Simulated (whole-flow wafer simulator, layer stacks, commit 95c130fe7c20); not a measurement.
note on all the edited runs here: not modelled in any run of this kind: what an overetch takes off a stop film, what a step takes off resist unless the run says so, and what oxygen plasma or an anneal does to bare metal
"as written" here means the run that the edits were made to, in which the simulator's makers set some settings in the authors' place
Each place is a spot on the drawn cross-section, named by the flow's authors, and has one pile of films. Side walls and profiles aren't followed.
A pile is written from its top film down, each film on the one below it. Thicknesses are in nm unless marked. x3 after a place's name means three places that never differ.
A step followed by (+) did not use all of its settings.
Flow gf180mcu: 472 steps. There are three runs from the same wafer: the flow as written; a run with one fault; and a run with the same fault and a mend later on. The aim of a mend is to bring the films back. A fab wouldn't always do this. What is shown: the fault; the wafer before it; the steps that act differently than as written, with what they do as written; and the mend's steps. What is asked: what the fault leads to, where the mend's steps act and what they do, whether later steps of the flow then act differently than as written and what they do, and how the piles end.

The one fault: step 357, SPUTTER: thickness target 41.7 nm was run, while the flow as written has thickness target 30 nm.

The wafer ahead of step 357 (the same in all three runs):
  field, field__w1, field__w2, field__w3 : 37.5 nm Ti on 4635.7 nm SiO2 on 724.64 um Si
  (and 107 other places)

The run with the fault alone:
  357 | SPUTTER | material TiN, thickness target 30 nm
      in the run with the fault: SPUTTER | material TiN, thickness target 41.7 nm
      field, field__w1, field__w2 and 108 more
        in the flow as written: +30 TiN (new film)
        in the run with the fault: +41.7 TiN (new film)
  Steps further on in the flow that do not act as written:
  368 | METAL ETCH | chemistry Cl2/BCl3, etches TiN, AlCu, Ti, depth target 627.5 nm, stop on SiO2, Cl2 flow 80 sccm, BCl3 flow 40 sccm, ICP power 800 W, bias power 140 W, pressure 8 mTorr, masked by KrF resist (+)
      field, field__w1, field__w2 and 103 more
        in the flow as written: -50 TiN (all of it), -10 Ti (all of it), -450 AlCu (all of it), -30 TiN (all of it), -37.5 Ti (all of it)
        in the run with the fault: -50 TiN (all of it), -10 Ti (all of it), -450 AlCu (all of it), -41.7 TiN (all of it), -37.5 Ti (all of it)
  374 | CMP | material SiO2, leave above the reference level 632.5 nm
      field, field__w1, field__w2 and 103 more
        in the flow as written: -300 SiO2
        in the run with the fault: -288.3 SiO2
  At field__w8, contact, m1, m1__w1, m1_nw, the piles at the end differ from the flow's by more than 2% or 0.5 nm, whichever is larger.
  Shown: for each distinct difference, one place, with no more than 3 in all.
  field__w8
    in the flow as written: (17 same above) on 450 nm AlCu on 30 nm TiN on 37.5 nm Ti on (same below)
    in the run with the fault: (17 same above) on 450 nm AlCu on 41.7 nm TiN on 37.5 nm Ti on (same below)
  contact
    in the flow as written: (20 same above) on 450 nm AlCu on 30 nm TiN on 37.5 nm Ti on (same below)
    in the run with the fault: (20 same above) on 450 nm AlCu on 41.7 nm TiN on 37.5 nm Ti on (same below)

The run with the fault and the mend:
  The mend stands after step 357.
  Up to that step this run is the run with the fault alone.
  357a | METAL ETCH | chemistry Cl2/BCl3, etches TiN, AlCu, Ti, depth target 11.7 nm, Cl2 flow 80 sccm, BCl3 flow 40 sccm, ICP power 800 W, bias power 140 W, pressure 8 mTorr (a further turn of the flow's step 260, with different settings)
      field, field__w1, field__w2 and 108 more
        -11.7 TiN
  Every later step of the flow that is run acts as written at every place that is followed.
  The piles end the same as the flow's at every place that both follow.
